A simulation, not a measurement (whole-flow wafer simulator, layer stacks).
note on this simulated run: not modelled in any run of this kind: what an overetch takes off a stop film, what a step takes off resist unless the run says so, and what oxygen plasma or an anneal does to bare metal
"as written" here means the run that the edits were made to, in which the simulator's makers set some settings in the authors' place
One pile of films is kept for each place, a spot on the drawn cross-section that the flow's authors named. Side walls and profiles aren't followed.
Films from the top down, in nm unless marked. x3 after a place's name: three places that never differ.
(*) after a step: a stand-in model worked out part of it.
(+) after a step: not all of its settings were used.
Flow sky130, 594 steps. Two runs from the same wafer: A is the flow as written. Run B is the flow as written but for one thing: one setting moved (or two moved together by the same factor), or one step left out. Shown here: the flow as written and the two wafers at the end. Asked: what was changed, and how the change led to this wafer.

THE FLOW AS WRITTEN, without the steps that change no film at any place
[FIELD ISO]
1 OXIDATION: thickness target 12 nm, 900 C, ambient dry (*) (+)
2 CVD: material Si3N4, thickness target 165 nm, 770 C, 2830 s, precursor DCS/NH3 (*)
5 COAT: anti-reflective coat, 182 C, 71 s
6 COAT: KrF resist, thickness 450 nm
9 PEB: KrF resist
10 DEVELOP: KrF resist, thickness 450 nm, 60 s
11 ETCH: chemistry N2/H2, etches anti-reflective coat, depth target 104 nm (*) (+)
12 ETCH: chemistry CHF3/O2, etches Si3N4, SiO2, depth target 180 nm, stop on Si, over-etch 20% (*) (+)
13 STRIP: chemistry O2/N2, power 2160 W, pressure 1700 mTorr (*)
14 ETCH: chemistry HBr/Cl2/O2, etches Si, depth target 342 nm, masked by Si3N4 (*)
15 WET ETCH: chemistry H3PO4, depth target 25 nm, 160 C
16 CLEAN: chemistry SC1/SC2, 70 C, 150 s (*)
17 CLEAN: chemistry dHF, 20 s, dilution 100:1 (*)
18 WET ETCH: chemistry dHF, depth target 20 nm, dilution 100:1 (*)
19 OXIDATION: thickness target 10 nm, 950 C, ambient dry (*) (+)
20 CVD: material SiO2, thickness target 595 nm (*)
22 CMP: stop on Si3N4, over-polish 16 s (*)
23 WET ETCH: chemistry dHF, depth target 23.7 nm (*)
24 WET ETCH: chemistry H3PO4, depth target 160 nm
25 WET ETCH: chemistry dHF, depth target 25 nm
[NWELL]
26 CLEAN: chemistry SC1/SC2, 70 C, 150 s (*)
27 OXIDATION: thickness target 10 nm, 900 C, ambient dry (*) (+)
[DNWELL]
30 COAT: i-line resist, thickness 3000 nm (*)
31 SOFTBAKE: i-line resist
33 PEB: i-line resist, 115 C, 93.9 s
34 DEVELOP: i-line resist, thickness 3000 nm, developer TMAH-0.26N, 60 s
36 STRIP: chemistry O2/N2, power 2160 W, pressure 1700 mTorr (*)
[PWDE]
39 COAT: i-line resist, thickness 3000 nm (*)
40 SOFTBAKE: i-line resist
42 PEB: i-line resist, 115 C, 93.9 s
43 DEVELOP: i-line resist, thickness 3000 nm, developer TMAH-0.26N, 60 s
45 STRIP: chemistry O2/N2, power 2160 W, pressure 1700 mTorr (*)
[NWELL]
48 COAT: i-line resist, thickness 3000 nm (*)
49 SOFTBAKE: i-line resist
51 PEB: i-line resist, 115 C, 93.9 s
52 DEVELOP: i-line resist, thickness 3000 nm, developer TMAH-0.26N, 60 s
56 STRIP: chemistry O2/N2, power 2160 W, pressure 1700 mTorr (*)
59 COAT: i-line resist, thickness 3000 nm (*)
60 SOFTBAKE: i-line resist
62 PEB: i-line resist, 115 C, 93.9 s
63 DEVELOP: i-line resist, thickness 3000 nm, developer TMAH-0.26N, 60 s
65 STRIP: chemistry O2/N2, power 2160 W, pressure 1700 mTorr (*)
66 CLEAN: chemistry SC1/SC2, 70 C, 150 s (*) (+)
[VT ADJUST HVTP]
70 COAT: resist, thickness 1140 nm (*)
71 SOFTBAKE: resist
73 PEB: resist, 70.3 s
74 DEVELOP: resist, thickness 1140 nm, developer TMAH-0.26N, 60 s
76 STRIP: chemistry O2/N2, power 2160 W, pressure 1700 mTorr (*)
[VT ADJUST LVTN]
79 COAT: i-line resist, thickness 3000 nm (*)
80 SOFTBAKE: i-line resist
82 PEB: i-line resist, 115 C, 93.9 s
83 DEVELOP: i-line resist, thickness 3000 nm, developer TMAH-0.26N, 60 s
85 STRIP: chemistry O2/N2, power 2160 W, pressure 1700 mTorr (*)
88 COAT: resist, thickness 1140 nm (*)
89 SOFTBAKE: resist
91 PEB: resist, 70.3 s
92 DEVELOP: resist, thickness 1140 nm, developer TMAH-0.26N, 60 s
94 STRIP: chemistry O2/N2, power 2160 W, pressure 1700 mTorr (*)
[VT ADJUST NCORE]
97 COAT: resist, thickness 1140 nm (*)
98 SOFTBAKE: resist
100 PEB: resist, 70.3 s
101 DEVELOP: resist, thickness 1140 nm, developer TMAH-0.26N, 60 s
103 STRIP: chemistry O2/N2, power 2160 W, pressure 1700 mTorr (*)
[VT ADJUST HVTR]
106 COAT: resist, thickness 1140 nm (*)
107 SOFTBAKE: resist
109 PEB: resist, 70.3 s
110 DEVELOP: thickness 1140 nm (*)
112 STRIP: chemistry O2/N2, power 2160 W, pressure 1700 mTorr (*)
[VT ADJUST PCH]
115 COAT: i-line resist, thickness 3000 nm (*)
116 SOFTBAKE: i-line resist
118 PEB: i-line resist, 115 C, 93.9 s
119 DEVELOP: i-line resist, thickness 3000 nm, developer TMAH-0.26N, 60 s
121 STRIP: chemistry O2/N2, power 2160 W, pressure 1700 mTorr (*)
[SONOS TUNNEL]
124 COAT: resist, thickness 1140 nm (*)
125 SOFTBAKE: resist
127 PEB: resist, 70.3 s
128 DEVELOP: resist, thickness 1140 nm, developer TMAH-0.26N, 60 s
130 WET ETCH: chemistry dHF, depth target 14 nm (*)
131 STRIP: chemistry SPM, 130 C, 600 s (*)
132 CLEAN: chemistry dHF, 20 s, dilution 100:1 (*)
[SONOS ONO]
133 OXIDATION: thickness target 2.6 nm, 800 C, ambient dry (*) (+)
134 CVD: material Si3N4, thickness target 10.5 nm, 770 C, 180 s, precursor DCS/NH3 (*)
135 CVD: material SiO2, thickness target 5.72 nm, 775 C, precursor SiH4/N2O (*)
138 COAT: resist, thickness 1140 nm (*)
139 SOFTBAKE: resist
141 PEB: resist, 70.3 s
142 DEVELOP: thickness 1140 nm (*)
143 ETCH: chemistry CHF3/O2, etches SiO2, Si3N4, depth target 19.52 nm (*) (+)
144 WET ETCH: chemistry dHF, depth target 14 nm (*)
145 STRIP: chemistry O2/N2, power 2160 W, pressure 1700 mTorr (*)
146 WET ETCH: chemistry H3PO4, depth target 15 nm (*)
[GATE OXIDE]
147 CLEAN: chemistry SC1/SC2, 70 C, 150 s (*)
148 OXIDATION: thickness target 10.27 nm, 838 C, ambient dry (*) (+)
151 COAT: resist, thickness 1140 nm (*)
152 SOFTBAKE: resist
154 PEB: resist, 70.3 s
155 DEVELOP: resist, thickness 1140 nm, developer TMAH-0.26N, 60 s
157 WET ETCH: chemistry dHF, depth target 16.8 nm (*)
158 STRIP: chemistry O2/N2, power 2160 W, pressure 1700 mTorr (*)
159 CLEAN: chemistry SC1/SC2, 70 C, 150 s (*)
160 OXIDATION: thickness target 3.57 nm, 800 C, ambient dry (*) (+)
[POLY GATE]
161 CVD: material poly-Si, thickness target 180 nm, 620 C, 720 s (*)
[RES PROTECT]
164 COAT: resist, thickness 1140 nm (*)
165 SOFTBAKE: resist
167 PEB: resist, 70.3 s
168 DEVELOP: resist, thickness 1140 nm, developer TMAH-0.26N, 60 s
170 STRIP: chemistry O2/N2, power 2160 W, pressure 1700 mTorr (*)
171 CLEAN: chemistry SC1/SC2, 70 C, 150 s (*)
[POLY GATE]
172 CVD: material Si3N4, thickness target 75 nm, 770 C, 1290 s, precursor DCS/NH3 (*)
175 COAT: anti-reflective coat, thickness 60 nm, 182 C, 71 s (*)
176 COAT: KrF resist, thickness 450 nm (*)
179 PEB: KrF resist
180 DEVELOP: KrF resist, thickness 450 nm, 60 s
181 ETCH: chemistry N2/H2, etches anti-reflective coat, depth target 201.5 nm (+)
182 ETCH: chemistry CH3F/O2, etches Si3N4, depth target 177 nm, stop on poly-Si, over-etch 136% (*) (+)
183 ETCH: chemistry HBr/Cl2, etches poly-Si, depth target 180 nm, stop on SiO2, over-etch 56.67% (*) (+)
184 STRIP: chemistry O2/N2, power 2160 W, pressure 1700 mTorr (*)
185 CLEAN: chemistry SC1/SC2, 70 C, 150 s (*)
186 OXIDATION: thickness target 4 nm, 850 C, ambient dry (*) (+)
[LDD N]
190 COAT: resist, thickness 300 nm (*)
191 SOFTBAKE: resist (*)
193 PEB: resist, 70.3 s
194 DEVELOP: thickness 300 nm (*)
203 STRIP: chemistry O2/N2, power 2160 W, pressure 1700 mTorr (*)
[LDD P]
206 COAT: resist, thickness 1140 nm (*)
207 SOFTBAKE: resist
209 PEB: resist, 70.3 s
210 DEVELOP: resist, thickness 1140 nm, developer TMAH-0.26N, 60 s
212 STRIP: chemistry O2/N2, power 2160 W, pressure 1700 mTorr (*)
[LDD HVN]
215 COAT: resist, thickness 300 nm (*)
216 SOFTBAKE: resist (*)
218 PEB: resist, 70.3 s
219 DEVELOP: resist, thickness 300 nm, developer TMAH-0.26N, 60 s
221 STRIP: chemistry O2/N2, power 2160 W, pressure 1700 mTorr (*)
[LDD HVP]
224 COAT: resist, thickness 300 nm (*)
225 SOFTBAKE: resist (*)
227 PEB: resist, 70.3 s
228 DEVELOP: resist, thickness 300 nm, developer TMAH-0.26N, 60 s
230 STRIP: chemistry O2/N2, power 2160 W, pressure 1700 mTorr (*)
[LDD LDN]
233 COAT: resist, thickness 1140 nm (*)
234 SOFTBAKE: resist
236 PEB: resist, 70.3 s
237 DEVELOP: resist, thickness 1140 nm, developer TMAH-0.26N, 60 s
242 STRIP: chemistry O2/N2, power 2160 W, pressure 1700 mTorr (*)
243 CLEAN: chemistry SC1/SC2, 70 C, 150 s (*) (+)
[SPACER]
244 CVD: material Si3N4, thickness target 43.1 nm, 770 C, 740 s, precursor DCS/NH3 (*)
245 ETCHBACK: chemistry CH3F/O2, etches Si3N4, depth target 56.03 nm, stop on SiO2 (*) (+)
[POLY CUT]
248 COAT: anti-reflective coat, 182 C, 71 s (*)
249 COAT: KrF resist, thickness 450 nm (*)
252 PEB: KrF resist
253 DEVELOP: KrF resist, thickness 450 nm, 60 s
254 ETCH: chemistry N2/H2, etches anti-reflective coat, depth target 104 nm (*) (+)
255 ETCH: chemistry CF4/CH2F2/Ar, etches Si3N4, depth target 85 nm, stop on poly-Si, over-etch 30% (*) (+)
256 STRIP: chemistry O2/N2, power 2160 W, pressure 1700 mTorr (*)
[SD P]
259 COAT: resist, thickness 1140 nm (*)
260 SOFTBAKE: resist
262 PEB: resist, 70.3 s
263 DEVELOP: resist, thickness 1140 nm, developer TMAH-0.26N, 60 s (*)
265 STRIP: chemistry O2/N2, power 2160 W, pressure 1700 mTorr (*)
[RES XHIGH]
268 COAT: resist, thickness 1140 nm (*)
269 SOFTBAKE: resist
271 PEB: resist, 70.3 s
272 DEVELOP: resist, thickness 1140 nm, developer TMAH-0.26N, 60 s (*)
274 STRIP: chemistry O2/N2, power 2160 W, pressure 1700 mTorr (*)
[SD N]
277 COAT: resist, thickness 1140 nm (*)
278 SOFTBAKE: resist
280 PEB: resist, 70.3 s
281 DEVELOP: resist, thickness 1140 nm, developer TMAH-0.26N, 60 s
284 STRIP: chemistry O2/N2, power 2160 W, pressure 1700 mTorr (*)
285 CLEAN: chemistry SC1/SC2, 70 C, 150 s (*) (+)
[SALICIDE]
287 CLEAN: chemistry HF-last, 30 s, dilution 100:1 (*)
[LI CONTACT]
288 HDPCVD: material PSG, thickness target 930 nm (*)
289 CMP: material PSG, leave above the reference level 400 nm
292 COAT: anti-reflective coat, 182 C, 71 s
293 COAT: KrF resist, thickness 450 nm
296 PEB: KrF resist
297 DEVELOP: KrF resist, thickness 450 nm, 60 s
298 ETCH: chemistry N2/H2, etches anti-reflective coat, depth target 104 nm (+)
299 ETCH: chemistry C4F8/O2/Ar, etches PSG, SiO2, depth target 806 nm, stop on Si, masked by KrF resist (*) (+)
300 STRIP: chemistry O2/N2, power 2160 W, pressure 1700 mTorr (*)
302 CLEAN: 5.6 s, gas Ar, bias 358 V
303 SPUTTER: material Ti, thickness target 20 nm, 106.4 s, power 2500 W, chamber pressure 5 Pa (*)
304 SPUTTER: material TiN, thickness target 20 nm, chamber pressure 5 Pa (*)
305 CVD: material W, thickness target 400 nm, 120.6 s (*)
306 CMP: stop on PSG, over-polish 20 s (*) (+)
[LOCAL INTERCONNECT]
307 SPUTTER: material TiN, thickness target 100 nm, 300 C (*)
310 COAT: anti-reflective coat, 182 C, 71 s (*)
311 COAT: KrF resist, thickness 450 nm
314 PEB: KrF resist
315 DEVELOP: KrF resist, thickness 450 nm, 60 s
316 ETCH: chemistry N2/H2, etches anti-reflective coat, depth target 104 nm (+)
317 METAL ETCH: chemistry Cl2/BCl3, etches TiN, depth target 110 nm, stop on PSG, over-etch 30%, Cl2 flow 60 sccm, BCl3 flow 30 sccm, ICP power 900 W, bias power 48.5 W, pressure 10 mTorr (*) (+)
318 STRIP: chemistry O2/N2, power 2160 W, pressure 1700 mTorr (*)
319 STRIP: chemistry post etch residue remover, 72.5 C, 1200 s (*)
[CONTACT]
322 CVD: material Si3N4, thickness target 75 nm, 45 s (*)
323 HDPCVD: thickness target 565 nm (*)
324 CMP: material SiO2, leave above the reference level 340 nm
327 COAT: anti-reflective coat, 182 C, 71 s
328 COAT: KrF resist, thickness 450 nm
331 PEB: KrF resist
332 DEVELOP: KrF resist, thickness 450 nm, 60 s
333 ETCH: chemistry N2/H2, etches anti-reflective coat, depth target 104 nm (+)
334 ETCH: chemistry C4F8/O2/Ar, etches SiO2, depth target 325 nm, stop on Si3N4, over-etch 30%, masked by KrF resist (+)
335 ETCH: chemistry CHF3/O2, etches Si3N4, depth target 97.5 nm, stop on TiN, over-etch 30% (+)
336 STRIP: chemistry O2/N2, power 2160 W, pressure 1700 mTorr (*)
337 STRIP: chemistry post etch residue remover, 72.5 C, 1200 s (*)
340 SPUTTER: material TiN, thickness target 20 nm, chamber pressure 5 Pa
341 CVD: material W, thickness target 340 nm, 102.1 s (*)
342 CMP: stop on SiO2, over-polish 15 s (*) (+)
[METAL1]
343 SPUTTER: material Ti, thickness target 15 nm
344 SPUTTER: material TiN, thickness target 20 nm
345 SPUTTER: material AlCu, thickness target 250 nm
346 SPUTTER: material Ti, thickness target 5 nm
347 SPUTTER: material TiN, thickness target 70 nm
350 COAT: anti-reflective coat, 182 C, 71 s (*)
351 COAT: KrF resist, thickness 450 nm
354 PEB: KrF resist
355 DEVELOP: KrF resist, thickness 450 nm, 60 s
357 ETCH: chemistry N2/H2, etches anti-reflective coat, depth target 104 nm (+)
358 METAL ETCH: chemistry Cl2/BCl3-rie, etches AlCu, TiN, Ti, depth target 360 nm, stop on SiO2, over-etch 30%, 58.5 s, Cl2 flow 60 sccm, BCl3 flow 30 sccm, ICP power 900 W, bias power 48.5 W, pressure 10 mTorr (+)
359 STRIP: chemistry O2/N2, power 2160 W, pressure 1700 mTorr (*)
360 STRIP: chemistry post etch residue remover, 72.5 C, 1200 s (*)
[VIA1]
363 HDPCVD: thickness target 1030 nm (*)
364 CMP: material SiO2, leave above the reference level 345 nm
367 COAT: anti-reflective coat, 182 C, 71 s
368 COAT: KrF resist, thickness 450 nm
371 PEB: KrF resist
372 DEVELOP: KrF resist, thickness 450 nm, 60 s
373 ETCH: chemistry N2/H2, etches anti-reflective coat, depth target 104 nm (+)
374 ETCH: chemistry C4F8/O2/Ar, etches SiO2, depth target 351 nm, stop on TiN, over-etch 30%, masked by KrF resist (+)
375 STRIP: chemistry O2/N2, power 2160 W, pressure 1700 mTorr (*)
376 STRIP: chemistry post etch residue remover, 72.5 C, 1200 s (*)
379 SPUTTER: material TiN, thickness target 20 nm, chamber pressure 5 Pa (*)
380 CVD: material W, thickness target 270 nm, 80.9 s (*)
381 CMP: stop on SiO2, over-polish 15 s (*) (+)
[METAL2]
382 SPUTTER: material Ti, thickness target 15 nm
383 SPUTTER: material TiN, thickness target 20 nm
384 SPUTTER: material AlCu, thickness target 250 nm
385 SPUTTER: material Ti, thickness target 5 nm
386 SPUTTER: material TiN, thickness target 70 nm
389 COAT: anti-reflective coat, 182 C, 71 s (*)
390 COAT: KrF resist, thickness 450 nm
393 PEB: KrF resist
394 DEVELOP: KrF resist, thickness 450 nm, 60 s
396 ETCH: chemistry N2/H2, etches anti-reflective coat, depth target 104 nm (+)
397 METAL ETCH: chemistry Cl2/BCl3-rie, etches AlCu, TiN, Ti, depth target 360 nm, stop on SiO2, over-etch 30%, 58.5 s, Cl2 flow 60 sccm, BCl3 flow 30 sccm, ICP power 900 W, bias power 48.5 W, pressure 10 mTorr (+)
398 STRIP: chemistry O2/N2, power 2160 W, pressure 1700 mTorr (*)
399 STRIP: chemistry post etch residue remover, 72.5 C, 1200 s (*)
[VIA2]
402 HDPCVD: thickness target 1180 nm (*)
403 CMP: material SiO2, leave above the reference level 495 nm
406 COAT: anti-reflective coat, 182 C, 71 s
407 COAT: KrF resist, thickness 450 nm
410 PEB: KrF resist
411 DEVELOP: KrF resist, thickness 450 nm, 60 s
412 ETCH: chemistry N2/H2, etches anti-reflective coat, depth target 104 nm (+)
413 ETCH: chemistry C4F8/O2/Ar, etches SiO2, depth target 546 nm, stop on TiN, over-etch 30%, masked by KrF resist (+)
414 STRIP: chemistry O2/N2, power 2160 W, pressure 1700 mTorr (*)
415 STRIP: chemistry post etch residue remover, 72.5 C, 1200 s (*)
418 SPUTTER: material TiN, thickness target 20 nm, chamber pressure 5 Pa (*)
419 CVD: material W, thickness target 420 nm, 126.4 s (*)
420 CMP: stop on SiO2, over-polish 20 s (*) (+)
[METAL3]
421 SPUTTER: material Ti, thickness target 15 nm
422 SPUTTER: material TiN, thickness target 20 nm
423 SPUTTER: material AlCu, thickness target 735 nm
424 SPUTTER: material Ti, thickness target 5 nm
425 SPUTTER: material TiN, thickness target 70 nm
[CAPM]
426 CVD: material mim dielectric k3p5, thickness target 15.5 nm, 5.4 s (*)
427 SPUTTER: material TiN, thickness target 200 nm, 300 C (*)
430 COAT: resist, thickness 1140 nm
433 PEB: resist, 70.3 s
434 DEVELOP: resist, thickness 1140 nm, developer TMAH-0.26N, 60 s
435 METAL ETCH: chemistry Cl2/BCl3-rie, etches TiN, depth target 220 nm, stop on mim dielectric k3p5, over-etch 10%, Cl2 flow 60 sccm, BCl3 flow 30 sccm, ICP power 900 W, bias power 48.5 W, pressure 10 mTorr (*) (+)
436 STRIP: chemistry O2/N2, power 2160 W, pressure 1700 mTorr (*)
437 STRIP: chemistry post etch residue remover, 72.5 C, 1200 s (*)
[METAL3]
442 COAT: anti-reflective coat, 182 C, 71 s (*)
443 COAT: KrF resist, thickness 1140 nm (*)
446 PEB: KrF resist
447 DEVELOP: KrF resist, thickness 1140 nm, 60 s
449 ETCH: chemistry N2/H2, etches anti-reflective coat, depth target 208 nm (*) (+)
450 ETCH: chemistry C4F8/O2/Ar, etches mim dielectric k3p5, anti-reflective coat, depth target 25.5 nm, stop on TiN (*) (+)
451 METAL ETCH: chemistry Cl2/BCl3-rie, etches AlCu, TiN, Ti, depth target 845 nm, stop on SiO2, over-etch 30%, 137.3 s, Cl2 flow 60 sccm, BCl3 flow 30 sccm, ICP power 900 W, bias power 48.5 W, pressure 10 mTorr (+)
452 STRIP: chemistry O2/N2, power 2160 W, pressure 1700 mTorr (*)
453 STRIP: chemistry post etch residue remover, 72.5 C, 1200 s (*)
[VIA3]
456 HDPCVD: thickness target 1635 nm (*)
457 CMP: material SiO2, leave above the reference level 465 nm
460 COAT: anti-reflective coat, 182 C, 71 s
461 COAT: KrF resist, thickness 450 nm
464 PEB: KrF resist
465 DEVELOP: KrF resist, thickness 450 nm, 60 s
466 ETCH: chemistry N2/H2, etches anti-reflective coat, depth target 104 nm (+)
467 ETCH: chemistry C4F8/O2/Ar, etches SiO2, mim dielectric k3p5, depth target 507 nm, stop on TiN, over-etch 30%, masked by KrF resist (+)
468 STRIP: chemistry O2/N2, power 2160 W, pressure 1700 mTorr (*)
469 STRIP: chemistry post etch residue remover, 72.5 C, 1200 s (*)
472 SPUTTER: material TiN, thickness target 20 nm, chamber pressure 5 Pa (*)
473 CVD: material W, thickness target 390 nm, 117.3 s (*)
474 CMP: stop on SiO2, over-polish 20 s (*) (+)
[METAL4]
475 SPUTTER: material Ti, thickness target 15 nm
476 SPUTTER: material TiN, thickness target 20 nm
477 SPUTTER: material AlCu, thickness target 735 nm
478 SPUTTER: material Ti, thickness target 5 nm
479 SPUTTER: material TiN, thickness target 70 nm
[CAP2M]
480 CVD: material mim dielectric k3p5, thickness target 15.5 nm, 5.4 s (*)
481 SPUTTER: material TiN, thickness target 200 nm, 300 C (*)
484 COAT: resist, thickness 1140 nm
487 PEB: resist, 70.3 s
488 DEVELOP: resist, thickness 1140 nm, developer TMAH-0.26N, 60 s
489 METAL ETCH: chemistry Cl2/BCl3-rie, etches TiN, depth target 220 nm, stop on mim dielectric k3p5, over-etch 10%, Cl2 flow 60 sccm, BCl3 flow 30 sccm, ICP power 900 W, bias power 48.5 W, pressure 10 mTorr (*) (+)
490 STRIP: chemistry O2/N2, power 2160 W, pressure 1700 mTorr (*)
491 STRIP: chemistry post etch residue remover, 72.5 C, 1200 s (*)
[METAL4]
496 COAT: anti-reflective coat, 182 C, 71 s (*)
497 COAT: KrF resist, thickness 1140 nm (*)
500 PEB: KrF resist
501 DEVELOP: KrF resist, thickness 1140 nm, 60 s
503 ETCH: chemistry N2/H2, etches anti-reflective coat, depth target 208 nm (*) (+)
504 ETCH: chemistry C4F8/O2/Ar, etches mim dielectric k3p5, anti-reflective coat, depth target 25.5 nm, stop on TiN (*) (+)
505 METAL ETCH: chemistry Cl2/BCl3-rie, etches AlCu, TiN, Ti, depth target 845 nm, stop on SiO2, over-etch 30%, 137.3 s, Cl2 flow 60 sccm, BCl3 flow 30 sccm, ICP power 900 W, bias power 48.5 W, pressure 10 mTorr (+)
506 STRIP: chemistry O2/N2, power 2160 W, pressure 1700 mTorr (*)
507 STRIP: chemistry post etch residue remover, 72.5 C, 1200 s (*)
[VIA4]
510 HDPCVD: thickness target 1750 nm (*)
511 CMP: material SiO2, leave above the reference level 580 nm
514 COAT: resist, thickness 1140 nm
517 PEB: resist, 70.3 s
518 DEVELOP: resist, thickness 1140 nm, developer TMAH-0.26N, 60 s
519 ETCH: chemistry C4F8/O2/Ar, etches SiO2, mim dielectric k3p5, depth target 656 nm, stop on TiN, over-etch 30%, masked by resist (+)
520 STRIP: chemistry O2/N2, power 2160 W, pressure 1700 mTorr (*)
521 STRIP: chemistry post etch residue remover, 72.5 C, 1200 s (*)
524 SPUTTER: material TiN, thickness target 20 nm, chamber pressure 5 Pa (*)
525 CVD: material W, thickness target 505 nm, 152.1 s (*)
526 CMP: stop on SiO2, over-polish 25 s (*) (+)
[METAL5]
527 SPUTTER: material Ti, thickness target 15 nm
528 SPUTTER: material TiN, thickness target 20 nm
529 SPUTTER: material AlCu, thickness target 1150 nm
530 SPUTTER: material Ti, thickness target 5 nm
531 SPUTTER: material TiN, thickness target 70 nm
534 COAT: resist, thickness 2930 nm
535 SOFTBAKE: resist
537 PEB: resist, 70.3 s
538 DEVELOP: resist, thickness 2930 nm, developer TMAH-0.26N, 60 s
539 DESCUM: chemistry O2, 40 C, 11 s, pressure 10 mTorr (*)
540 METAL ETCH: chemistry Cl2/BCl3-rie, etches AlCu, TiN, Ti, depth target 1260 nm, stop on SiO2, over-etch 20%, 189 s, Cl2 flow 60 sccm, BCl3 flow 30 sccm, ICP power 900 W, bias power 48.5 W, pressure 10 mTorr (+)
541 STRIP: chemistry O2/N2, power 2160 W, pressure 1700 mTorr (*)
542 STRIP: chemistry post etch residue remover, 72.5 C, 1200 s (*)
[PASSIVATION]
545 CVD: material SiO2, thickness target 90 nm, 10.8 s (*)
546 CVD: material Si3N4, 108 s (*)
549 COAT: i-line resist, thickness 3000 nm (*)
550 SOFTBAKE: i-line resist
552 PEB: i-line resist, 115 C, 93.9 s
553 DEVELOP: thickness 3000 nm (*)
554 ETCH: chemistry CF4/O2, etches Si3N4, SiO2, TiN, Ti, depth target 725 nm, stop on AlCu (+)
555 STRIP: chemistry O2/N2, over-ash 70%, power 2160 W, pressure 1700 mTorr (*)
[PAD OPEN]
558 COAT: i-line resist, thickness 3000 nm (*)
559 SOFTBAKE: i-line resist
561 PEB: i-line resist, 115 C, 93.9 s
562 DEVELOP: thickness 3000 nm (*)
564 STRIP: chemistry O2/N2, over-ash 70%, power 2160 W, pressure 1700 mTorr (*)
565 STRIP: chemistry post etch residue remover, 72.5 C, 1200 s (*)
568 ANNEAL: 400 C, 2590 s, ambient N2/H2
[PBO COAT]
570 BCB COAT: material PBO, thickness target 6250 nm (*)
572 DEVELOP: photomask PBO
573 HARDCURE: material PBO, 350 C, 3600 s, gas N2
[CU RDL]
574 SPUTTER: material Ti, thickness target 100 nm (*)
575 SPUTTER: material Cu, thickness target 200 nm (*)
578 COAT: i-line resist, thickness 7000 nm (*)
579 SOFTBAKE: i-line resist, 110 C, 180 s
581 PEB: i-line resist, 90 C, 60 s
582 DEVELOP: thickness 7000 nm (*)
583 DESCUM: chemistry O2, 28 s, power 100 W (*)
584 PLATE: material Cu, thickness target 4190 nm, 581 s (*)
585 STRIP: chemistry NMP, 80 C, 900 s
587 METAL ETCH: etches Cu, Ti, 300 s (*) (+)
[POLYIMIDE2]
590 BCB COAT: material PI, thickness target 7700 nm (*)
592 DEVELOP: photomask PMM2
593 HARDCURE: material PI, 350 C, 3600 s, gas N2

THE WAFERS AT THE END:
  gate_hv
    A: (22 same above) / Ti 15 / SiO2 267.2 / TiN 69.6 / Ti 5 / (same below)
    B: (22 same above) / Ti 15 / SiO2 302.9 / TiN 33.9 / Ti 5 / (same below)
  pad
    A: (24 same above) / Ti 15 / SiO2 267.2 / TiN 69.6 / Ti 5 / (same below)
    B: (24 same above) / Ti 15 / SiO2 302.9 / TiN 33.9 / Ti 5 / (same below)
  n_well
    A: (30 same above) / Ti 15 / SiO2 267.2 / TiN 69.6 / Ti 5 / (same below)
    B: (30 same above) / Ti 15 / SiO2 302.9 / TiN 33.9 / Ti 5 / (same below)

The cause: step 347, SPUTTER: thickness target 34.3 nm was run, where the flow has thickness target 70 nm.

How the change led to this, step by step:
  347 SPUTTER: material TiN, thickness target 70 nm
      field, active, n_well and 188 more: A TiN +70 (new film) | B TiN +34.3 (new film)
  358 METAL ETCH: chemistry Cl2/BCl3-rie, etches AlCu, TiN, Ti, depth target 360 nm, stop on SiO2, over-etch 30%, 58.5 s, Cl2 flow 60 sccm, BCl3 flow 30 sccm, ICP power 900 W, bias power 48.5 W, pressure 10 mTorr (+)
      field, active, gate and 81 more: A TiN -68.7 (all of it), Ti -5 (all of it), AlCu -250 (all of it), TiN -20 (all of it), Ti -15 (all of it), SiO2 -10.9 | B TiN -33 (all of it), Ti -5 (all of it), AlCu -250 (all of it), TiN -20 (all of it), Ti -15 (all of it), SiO2 -14.5
  364 CMP: material SiO2, leave above the reference level 345 nm
      n_well, p_well, gate_hv and 100 more: A SiO2 -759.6 | B SiO2 -723.9
      poly_licon, ndiff_licon, ndiff_licon_cpp, rpo_hd_licon: A SiO2 -759 | B SiO2 -723.3
  374 ETCH: chemistry C4F8/O2/Ar, etches SiO2, depth target 351 nm, stop on TiN, over-etch 30%, masked by KrF resist (+)
      m1, via1_hole: A SiO2 -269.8 (all of it) | B SiO2 -305.5 (all of it)
  379 SPUTTER: material TiN, thickness target 20 nm, chamber pressure 5 Pa (*)
      m1: A TiN +11 | B TiN +10.3
      via1_hole: A TiN +10.9 | B TiN +10.3
  380 CVD: material W, thickness target 270 nm, 80.9 s (*)
      m1, via1_hole: A W +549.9 (new film) | B W +586.2 (new film)
